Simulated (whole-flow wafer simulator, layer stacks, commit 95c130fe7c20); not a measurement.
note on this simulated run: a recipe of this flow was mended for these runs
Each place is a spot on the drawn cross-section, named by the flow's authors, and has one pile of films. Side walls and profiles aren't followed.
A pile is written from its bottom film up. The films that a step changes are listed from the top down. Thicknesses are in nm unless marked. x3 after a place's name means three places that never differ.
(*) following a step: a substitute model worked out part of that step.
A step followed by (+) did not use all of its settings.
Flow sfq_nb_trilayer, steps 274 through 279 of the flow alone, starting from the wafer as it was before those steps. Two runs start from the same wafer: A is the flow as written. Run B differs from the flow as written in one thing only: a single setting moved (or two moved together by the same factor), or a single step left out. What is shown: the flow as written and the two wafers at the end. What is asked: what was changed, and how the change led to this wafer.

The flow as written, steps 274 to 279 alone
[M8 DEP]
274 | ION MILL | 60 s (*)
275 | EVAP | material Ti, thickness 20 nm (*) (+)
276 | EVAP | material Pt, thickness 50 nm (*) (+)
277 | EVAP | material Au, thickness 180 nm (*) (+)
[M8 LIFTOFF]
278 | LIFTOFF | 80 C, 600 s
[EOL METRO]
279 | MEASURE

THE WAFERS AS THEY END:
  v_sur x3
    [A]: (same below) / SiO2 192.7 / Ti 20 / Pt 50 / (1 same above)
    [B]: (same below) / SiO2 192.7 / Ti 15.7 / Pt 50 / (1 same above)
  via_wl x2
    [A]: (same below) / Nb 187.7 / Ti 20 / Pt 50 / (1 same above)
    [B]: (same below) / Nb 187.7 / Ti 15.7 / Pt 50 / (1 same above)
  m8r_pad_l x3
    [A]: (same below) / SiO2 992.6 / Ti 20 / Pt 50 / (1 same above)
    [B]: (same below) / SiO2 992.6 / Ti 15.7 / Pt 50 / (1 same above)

Cause: step 275, EVAP: thickness 15.7 nm was run, while the flow as written has thickness 20 nm.
One can read it off the wafer: v_sur x3 has Ti 15.7, and step 275 as written asks for 20 nm.

The path from the change to this, step by step:
  275 | EVAP | material Ti, thickness 20 nm (*) (+)
      field_l, v_sur x3, via_wl x2 and 100 more: A +20 Ti (new film) | B +15.7 Ti (new film)
  278 | LIFTOFF | 80 C, 600 s
      p4_fl x5, p4_w1 x9, p3_s0 x11 and 49 more: A -180 Au (all of it), -50 Pt (all of it), -20 Ti (all of it), -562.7 KrF-resist-other-grade (all of it), -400 lift-off-underlayer (all of it) | B -180 Au (all of it), -50 Pt (all of it), -15.7 Ti (all of it), -562.7 KrF-resist-other-grade (all of it), -400 lift-off-underlayer (all of it)
      r_sur, res, r_end: A -180 Au (all of it), -50 Pt (all of it), -20 Ti (all of it), -559.9 KrF-resist-other-grade (all of it), -399.5 lift-off-underlayer (all of it) | B -180 Au (all of it), -50 Pt (all of it), -15.7 Ti (all of it), -559.9 KrF-resist-other-grade (all of it), -399.5 lift-off-underlayer (all of it)
      (also at 18 further places)
